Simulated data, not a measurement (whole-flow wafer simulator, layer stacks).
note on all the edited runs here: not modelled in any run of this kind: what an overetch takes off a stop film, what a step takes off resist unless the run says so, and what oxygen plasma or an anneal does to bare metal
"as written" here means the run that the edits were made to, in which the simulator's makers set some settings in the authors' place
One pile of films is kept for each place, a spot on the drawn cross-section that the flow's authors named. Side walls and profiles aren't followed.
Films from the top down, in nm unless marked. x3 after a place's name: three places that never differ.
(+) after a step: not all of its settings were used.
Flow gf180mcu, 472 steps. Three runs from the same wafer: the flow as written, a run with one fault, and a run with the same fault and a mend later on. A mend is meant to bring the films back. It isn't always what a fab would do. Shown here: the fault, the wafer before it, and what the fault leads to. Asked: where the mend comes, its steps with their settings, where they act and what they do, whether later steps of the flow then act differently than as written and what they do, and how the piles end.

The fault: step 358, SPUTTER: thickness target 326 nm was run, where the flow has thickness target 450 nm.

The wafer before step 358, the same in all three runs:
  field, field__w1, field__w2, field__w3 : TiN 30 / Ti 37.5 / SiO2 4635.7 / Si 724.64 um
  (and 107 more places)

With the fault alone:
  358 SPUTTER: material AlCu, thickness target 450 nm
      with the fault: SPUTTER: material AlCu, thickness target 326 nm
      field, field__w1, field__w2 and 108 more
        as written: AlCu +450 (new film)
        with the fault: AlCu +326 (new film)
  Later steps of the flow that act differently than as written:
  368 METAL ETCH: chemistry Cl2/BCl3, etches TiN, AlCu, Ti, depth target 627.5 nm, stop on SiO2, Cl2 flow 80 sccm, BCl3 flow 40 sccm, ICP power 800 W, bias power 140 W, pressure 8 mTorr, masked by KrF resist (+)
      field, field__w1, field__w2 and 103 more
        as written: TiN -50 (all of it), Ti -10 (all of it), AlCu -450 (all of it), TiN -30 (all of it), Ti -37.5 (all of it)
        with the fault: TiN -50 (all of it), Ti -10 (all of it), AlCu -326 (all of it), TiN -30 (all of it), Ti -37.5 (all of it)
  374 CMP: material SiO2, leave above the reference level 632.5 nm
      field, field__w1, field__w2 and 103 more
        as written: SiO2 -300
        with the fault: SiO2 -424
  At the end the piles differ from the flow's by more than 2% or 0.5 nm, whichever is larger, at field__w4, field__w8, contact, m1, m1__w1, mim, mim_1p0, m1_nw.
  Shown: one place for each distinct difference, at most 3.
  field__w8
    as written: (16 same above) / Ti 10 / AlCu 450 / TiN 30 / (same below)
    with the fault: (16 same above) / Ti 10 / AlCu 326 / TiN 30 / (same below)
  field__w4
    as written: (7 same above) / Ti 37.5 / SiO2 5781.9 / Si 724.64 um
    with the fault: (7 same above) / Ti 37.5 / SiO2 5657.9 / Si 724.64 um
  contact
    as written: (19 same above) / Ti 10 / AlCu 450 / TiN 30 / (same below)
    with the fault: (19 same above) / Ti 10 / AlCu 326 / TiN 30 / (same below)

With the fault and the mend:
  The mend comes after step 358.
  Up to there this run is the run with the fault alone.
  358a SPUTTER: material AlCu, thickness target 124 nm (the flow's step 358 once more, with other settings)
      field, field__w1, field__w2 and 108 more
        AlCu +124
  No later step of the flow acts differently than as written at any place that is followed.
  At the end the piles are the same as the flow's at every place that both follow.
